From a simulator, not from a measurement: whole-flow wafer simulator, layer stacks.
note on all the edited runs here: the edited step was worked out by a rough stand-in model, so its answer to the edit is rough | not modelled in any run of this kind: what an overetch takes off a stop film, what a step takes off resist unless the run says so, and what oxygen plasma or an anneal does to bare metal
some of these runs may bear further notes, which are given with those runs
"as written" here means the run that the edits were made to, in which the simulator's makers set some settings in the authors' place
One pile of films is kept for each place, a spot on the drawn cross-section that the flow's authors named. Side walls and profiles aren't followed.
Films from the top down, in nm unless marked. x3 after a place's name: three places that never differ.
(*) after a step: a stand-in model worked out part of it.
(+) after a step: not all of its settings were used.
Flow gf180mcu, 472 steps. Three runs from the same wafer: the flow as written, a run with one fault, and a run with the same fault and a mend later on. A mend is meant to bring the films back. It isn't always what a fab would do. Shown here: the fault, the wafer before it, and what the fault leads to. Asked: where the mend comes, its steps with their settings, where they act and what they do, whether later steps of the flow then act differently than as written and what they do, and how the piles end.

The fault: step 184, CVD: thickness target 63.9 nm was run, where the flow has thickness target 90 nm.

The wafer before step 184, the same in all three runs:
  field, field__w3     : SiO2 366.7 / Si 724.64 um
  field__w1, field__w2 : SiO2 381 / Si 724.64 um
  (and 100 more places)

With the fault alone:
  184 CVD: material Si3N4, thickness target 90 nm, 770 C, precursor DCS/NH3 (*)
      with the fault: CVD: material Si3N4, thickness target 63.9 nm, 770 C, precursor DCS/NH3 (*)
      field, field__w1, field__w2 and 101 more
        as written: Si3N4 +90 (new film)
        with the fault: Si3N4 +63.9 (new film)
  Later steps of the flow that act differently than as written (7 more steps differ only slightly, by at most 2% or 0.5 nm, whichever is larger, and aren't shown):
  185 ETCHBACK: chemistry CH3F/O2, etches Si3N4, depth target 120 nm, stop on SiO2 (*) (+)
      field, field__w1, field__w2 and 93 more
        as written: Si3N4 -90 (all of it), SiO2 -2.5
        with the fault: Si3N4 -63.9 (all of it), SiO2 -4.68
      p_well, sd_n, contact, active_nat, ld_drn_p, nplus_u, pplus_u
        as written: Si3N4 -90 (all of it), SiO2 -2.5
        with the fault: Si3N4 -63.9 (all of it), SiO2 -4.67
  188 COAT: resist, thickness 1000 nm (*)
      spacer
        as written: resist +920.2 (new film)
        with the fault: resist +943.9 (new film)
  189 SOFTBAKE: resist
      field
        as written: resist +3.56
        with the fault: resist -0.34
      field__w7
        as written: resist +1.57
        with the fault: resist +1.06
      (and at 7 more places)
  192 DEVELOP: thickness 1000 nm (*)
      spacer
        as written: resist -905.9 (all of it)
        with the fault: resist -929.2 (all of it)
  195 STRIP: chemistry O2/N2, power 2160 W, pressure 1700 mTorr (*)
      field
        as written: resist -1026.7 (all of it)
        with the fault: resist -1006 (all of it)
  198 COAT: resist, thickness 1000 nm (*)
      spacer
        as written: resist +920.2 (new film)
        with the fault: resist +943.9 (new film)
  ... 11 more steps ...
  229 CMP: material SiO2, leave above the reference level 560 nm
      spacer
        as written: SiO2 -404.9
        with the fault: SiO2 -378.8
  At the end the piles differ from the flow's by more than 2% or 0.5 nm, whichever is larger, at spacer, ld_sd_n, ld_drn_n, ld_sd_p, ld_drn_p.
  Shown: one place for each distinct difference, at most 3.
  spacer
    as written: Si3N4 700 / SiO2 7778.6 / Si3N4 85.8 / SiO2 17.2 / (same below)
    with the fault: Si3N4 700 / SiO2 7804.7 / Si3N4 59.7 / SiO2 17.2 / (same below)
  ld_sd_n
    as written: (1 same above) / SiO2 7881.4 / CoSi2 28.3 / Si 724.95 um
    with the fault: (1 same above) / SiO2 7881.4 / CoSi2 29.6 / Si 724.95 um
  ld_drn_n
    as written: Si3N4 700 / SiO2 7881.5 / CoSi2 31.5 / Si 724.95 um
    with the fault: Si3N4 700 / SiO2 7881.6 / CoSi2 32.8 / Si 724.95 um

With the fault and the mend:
  The mend comes after step 184.
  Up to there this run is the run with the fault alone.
  184a CVD: material Si3N4, thickness target 26.1 nm, 770 C, precursor DCS/NH3 (*) (the flow's step 184 once more, with other settings)
      field, field__w1, field__w2 and 101 more
        Si3N4 +26.1
  No later step of the flow acts differently than as written, at any place that is followed, by more than 2% or 0.5 nm, whichever is larger.
  At the end the piles are the same as the flow's at every place that both follow.
